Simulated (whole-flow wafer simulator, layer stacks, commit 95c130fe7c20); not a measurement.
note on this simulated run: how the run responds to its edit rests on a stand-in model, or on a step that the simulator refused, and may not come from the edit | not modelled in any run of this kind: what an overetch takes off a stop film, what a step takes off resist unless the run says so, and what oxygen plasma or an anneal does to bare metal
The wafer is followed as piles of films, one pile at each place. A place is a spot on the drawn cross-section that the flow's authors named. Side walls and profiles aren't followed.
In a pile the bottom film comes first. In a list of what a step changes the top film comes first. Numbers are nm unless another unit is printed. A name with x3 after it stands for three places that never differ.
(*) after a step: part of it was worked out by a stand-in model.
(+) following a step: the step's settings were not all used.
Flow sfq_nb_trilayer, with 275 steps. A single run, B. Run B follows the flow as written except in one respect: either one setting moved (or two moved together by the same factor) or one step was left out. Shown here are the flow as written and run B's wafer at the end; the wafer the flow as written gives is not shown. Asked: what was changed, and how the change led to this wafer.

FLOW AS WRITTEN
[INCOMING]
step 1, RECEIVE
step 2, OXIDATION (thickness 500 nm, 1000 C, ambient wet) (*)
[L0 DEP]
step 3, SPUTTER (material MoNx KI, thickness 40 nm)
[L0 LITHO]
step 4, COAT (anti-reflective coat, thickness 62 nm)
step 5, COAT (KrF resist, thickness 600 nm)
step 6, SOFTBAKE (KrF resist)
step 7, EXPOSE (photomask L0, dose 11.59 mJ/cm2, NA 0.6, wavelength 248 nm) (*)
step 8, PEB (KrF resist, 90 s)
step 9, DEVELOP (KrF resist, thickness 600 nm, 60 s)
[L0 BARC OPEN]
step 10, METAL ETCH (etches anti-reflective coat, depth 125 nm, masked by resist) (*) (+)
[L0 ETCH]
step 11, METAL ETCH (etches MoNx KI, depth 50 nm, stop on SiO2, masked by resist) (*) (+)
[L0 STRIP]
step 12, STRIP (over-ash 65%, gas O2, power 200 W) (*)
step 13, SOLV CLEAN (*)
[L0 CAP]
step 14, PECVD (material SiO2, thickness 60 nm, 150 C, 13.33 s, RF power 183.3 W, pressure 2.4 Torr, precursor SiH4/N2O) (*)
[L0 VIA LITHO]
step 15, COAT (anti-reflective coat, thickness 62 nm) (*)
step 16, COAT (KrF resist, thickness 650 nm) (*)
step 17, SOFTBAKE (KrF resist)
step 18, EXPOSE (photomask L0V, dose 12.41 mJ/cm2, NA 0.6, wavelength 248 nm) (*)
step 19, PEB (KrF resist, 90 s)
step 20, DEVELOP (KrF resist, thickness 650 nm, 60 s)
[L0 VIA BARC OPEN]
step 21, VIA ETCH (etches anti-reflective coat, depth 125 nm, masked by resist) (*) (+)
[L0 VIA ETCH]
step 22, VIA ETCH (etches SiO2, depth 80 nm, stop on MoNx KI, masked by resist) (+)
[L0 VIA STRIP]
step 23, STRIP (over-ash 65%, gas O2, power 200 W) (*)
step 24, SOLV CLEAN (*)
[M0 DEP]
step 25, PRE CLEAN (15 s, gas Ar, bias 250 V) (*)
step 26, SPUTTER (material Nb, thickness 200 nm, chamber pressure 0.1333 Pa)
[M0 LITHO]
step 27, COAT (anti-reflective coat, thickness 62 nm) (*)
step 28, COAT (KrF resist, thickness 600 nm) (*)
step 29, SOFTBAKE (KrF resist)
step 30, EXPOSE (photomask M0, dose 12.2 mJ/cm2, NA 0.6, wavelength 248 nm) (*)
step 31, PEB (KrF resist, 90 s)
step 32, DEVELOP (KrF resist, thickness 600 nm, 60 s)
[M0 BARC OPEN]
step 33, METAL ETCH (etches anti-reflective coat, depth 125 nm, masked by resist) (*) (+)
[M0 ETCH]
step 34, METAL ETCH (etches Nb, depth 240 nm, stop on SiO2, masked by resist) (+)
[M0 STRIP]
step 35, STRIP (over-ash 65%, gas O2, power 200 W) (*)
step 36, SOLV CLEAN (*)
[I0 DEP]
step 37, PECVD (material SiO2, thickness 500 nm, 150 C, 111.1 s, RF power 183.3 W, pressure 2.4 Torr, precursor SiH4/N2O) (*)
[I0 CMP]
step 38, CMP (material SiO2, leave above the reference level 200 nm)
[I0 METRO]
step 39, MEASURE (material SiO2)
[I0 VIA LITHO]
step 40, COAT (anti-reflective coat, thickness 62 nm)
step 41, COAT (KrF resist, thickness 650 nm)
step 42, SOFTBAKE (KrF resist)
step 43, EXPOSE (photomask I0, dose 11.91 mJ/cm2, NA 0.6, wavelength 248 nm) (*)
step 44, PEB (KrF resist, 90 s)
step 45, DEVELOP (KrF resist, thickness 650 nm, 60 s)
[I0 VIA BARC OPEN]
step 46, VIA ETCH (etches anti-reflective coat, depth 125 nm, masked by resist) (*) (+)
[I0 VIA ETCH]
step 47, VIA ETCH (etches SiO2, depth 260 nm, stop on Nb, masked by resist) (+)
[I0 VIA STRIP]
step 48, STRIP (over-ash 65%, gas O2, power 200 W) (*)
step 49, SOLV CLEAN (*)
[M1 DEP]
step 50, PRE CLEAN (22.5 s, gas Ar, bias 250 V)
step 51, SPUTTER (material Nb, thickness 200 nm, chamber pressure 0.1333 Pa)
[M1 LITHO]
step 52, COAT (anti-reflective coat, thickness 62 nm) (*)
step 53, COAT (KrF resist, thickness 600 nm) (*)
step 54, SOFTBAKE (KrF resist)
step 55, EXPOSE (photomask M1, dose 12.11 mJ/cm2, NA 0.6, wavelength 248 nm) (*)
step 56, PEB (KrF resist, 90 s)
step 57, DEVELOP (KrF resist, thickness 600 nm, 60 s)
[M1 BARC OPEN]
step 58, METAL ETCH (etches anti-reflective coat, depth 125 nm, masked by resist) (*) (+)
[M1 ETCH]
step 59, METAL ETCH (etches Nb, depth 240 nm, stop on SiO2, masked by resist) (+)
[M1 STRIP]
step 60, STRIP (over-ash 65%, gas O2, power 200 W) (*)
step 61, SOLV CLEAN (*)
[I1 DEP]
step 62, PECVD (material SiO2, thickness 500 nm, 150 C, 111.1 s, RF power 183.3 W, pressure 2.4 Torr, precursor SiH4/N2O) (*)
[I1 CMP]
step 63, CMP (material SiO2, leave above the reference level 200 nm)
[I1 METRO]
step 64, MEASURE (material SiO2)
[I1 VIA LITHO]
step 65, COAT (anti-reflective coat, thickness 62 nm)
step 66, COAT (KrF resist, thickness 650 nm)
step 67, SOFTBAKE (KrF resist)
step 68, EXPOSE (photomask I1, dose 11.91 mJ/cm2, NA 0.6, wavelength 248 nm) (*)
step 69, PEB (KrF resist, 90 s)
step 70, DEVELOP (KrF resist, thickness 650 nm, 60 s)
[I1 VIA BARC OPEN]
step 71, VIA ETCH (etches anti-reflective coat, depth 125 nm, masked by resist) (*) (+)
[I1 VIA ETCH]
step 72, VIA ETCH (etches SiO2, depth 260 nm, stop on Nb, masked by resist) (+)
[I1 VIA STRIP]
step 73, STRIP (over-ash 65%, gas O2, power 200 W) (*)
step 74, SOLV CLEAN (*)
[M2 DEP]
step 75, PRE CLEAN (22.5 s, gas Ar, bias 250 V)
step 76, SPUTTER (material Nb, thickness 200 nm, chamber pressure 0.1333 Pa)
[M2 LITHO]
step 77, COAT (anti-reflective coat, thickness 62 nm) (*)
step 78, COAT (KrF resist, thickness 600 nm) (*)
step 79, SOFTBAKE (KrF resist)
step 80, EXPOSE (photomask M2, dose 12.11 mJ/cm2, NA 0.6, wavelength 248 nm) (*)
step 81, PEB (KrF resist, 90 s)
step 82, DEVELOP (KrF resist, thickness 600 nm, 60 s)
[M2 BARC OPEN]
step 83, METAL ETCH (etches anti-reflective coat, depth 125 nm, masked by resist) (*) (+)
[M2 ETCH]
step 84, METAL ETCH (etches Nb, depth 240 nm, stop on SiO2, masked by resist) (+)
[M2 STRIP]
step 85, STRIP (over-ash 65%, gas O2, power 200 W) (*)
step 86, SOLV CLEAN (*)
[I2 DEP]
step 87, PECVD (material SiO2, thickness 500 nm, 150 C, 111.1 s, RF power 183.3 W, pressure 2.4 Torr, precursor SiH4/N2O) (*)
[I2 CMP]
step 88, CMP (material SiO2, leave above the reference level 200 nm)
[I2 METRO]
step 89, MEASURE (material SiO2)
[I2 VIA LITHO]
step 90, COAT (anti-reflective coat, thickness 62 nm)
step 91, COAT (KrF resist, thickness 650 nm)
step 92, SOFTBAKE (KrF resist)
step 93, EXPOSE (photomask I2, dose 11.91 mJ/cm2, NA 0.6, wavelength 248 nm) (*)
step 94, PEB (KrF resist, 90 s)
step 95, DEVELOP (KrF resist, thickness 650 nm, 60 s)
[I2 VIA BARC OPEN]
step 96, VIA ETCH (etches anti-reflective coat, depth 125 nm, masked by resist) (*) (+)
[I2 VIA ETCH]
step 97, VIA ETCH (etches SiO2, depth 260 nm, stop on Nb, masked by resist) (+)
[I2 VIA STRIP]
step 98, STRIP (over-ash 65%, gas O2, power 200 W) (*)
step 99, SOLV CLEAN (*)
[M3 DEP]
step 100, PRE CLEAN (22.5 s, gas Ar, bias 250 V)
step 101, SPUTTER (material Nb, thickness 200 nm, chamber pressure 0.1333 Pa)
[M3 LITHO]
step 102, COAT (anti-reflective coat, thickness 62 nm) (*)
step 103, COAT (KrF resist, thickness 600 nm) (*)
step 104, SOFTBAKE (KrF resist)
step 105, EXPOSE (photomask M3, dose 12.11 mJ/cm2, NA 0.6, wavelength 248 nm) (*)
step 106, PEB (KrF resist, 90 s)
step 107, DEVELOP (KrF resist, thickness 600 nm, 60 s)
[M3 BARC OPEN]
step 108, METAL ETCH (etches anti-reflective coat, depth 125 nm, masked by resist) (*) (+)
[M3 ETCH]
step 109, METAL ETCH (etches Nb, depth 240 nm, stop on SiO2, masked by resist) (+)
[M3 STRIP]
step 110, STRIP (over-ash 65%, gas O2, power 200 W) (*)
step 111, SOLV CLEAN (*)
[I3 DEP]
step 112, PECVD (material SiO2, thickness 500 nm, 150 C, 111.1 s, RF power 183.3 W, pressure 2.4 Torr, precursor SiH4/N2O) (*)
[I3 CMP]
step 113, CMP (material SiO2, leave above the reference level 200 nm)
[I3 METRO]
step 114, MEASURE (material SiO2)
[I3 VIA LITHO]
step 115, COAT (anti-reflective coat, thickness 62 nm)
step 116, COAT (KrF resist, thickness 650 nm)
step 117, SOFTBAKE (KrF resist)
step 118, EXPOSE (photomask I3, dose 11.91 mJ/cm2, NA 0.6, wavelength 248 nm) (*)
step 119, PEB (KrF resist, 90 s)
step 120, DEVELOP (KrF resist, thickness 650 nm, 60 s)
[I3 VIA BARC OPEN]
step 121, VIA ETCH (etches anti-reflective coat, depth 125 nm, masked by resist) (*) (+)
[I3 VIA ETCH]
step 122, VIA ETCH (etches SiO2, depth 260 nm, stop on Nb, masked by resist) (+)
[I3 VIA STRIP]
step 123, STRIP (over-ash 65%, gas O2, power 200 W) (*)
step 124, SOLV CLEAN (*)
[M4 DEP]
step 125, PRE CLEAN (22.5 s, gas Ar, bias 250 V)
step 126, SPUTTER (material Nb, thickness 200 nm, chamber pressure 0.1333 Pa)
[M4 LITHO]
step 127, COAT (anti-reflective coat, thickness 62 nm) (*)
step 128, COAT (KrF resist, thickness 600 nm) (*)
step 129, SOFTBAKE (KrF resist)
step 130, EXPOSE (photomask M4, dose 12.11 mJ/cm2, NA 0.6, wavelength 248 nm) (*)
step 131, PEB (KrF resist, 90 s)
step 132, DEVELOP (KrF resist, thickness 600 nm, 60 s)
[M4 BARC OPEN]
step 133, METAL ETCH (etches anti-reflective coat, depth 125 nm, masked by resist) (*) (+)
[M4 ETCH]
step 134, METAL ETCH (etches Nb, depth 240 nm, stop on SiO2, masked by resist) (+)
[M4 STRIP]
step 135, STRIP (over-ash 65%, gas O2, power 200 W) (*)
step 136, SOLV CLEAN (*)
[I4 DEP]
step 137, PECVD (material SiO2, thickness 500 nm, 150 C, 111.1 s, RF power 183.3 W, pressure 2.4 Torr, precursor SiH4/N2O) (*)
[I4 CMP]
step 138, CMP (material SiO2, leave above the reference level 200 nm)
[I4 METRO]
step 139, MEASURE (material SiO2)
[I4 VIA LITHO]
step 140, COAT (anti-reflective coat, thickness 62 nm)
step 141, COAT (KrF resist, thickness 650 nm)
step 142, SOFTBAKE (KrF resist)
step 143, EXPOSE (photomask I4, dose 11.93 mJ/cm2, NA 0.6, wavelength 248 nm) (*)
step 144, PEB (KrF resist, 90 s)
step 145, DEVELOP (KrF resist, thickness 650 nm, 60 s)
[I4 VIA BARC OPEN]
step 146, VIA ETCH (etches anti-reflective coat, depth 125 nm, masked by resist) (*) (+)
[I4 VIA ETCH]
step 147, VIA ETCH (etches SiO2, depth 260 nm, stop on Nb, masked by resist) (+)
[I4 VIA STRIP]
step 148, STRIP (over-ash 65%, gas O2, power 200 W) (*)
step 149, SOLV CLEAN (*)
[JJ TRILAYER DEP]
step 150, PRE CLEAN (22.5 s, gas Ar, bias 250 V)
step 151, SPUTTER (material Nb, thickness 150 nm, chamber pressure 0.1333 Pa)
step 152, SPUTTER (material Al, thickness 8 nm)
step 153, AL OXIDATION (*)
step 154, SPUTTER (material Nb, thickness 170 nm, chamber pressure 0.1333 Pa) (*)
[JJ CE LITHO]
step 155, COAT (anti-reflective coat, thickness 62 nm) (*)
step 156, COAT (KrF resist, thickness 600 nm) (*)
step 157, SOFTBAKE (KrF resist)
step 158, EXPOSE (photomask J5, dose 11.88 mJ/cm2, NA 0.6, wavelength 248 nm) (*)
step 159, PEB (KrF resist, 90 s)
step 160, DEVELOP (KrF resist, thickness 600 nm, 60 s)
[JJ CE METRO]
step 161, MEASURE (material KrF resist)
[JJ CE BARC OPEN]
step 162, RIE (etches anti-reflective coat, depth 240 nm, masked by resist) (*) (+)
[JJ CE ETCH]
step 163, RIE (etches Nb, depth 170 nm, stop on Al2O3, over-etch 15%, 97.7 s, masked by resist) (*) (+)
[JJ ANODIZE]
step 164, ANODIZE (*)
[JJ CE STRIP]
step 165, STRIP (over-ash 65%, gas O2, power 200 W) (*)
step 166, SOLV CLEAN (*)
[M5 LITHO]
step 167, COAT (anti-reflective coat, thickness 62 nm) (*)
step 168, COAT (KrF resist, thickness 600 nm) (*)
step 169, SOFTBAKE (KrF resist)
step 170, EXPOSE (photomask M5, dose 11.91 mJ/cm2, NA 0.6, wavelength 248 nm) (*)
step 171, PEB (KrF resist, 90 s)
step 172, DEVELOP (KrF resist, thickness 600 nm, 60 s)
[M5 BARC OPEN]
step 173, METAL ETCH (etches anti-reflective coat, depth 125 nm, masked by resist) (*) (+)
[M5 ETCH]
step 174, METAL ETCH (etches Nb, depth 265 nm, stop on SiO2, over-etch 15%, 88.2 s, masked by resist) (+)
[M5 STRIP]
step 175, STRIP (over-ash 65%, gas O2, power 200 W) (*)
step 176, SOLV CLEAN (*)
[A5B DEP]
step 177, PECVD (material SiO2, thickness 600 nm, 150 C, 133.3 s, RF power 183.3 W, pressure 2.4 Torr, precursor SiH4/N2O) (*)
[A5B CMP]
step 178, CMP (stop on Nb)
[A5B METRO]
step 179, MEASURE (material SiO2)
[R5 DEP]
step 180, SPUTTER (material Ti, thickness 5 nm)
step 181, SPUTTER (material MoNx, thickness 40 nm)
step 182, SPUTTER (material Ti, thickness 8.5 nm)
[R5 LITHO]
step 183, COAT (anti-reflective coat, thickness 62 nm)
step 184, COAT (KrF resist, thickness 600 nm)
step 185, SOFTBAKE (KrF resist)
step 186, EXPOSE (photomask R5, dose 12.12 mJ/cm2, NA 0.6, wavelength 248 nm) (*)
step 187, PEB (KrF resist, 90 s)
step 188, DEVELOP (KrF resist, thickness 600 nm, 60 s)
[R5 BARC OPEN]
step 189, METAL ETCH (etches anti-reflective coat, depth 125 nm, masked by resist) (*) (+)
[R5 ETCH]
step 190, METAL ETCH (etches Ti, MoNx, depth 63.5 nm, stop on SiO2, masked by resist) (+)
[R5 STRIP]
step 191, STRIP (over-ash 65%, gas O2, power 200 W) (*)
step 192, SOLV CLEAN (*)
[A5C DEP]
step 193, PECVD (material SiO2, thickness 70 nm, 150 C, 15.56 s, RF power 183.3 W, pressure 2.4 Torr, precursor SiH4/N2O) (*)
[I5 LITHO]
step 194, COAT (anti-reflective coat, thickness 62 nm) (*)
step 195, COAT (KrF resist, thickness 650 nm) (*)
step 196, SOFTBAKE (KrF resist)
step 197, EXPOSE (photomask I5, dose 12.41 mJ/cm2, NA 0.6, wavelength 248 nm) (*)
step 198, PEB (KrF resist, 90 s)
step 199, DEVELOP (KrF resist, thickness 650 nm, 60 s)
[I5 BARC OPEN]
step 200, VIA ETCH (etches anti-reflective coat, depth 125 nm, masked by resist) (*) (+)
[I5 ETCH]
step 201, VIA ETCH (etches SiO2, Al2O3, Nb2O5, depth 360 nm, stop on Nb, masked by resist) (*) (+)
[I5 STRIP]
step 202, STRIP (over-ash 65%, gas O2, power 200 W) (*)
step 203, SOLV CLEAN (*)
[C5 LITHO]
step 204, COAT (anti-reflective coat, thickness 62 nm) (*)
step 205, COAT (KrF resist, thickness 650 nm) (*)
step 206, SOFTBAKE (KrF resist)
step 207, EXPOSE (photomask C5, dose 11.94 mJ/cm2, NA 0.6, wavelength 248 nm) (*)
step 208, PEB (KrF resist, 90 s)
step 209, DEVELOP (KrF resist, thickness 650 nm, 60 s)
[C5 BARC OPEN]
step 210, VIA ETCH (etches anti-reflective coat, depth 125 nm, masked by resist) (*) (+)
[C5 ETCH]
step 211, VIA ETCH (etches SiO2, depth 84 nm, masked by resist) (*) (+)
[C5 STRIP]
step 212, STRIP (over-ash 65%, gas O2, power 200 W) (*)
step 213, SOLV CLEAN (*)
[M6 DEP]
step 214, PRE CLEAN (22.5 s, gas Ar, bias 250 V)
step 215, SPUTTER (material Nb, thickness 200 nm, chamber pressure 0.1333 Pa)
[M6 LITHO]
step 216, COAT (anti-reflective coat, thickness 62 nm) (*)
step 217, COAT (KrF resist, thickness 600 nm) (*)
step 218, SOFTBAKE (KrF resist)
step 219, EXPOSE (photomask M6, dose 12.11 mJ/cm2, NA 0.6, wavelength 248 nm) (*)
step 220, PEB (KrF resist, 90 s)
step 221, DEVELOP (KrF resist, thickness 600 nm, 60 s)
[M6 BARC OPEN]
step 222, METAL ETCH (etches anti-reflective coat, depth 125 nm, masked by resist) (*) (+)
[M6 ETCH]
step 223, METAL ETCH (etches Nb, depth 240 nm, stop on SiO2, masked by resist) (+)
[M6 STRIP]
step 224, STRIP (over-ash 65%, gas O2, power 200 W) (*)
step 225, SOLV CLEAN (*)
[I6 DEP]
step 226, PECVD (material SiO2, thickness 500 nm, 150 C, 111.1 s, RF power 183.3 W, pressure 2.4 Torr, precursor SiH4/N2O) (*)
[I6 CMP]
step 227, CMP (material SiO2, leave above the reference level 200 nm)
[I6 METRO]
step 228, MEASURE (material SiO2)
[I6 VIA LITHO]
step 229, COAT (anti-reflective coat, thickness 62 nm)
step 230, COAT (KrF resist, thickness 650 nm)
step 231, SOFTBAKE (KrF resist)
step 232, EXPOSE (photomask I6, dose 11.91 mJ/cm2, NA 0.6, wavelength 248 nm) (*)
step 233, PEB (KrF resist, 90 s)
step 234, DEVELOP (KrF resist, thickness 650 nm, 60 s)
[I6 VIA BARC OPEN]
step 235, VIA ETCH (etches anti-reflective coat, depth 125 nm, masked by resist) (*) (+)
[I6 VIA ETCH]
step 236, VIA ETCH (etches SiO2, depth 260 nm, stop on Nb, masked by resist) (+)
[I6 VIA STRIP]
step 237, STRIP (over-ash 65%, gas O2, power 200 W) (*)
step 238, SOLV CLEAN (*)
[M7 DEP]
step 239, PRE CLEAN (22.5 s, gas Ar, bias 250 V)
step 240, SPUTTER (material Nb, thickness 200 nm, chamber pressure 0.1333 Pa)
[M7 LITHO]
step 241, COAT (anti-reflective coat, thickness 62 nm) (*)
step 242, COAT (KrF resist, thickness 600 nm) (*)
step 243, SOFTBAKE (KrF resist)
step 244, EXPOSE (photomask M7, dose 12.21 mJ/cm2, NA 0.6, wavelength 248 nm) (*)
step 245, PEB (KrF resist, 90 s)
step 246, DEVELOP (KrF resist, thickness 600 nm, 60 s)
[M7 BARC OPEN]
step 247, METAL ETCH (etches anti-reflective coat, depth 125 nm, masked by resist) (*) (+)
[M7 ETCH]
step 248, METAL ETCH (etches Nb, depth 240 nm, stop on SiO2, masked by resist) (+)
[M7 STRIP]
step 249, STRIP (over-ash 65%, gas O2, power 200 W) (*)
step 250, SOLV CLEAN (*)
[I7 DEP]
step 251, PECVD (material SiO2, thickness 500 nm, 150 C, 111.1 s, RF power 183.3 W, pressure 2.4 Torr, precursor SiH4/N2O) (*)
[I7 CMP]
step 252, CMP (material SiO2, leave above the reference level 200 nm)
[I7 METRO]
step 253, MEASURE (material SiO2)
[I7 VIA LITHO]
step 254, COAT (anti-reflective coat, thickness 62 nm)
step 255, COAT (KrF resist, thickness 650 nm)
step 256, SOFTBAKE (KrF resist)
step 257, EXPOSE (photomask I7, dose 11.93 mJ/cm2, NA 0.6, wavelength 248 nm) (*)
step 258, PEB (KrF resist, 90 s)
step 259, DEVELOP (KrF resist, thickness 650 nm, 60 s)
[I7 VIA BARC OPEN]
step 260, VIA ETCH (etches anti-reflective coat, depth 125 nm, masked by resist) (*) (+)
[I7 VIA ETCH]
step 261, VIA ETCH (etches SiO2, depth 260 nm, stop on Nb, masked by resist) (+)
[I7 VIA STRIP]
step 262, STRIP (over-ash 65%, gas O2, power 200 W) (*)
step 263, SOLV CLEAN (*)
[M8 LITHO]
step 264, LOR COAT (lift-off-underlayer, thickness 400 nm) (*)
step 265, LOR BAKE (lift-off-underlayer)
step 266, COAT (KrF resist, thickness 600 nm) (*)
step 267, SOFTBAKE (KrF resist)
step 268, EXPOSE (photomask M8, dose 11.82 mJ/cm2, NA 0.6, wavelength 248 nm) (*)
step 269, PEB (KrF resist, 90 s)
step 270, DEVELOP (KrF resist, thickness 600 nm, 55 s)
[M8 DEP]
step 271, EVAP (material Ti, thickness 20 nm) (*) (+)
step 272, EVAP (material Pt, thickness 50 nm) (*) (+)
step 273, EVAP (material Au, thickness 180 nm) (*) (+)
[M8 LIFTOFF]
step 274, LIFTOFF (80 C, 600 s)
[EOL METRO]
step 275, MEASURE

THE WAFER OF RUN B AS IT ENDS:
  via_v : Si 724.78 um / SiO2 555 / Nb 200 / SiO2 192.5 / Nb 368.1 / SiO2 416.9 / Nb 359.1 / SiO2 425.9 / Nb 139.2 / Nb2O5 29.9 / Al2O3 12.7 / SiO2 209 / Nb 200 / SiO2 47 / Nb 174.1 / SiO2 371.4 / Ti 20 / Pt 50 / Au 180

What caused this: step 236, VIA ETCH: depth 145.3 nm was run, though the flow has depth 260 nm.

How this came from the change, step by step:
  step 236, VIA ETCH (etches SiO2, depth 260 nm, stop on Nb, masked by resist) (+)
      via_v: -145.3 SiO2 (it would be, as written: -199.8 SiO2 (all of it))
      field_l, v_sur, via_wl and 102 more: -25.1 KrF resist (it would be, as written: -44.8 KrF resist)
  step 237, STRIP (over-ash 65%, gas O2, power 200 W) (*)
      field_l, v_sur, via_wl and 102 more: -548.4 KrF resist (all of it), -62 anti-reflective coat (all of it) (it would be, as written: -528.6 KrF resist (all of it), -62 anti-reflective coat (all of it))
  step 239, PRE CLEAN (22.5 s, gas Ar, bias 250 V)
      via_v: -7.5 SiO2 (it would be, as written: -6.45 Nb)
  step 240, SPUTTER (material Nb, thickness 200 nm, chamber pressure 0.1333 Pa)
      via_v: +174.1 Nb (new film) (it would be, as written: +161.1 Nb)
  step 241, COAT (anti-reflective coat, thickness 62 nm) (*)
      via_v: +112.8 anti-reflective coat (new film) (it would be, as written: +126 anti-reflective coat (new film))
  step 242, COAT (KrF resist, thickness 600 nm) (*)
      via_v: +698 KrF resist (new film) (it would be, as written: +742.5 KrF resist (new film))
  step 249, STRIP (over-ash 65%, gas O2, power 200 W) (*)
      via_v: -480.1 KrF resist (all of it), -112.8 anti-reflective coat (all of it) (it would be, as written: -524.5 KrF resist (all of it), -126 anti-reflective coat (all of it))
  step 251, PECVD (material SiO2, thickness 500 nm, 150 C, 111.1 s, RF power 183.3 W, pressure 2.4 Torr, precursor SiH4/N2O) (*)
      via_v: +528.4 SiO2 (new film) (it would be, as written: +621 SiO2 (new film))
  step 252, CMP (material SiO2, leave above the reference level 200 nm)
      via_v: -157.1 SiO2 (it would be, as written: -183.1 SiO2)
If metal films that touch count as one body, via_v has 7 bodies (between them, from the top down: SiO2 371.4; SiO2 47; SiO2 209 / Al2O3 12.7 / Nb2O5 29.9; SiO2 425.9; SiO2 416.9; SiO2 192.5); the flow as written gives 6 bodies (between them, from the top down: SiO2 437.8; SiO2 209 / Al2O3 12.7 / Nb2O5 29.9; SiO2 425.9; SiO2 416.9; SiO2 192.5).
